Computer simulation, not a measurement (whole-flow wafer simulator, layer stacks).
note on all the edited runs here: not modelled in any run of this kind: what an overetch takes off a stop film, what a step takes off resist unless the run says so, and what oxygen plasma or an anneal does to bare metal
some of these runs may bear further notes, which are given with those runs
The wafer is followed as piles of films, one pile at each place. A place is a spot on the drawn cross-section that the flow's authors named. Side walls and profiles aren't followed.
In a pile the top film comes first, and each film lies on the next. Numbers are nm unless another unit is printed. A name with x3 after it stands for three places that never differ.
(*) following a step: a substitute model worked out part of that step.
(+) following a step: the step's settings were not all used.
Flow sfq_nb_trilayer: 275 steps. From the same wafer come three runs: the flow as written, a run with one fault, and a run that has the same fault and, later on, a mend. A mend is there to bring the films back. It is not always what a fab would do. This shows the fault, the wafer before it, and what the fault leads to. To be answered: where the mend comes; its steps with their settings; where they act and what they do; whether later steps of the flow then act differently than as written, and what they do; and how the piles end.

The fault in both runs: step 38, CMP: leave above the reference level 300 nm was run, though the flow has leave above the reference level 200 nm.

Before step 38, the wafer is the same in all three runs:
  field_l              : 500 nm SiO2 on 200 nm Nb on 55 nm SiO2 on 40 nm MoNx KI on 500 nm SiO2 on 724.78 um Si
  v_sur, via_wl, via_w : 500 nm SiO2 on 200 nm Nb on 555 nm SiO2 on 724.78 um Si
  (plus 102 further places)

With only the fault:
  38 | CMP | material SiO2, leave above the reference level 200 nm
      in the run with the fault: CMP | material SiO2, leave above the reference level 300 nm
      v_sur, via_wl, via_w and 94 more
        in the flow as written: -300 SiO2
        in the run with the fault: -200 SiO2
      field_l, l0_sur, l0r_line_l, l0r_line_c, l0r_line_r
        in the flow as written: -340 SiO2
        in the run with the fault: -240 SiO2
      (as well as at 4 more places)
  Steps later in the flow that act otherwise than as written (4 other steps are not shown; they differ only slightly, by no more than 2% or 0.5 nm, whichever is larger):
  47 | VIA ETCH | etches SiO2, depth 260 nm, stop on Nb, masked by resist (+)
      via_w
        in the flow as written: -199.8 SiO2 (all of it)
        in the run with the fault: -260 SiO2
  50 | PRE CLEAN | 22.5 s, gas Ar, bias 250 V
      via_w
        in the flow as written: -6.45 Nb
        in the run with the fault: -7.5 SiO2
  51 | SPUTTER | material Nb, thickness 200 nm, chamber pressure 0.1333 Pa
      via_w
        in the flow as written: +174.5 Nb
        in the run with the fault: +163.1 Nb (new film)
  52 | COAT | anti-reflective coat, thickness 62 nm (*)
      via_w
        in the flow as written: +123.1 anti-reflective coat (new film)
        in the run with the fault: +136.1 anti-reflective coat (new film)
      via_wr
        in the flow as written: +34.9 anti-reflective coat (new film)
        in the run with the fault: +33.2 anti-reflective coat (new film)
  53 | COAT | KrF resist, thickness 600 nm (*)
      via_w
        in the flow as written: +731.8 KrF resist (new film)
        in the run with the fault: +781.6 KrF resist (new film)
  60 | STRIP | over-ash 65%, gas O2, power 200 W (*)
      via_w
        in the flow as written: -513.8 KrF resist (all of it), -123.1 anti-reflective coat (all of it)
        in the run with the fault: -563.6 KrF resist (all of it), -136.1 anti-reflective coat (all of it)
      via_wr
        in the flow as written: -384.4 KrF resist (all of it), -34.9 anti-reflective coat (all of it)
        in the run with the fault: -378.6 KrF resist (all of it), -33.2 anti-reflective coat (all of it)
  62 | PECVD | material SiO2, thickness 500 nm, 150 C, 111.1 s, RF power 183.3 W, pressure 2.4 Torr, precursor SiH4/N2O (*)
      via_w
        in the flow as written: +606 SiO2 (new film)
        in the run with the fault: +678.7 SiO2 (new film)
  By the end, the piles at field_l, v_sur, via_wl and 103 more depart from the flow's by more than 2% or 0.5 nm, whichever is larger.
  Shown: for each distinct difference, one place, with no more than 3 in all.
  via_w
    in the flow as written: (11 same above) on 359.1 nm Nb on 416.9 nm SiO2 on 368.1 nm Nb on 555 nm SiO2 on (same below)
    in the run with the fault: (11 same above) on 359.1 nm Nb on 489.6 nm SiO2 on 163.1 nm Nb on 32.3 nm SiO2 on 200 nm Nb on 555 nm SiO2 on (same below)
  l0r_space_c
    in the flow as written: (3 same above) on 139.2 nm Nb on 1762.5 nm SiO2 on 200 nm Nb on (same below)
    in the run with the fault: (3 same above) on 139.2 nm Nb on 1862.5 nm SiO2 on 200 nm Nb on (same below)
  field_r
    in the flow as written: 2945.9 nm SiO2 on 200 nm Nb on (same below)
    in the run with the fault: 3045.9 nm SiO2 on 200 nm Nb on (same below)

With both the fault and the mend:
  After step 45 comes the mend.
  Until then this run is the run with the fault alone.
  45a | STRIP | over-ash 65%, gas O2, power 200 W (*)
      field_l, v_sur, via_wl and 102 more
        -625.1 KrF resist (all of it), -62 anti-reflective coat (all of it)
      via_w
        -62 anti-reflective coat (all of it)
  45b | CMP | material SiO2, leave above the reference level 200 nm (a further turn of the flow's step 38)
      field_l, v_sur, via_wl and 103 more
        -100 SiO2
  45c | COAT | anti-reflective coat, thickness 62 nm (a further turn of the flow's step 40)
      field_l, v_sur, via_wl and 103 more
        +62 anti-reflective coat (new film)
  45d | COAT | KrF resist, thickness 650 nm (a further turn of the flow's step 41)
      field_l, v_sur, via_wl and 103 more
        +650 KrF resist (new film)
  45e | SOFTBAKE | KrF resist (a further turn of the flow's step 42)
      does not change any film at any place that is followed
  45f | EXPOSE | photomask I0, dose 11.91 mJ/cm2, NA 0.6, wavelength 248 nm (*) (a further turn of the flow's step 43)
      does not change any film at any place that is followed
  45g | PEB | KrF resist, 90 s (a further turn of the flow's step 44)
      field_l, v_sur, via_wl and 103 more
        -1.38 KrF resist
  45h | DEVELOP | KrF resist, thickness 650 nm, 60 s (a further turn of the flow's step 45)
      field_l, v_sur, via_wl and 102 more
        -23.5 KrF resist
      via_w
        -648.6 KrF resist (all of it)
  Every later step of the flow that is run acts as written at every place that is followed.
  At every place that both follow, the piles at the end match the flow's.
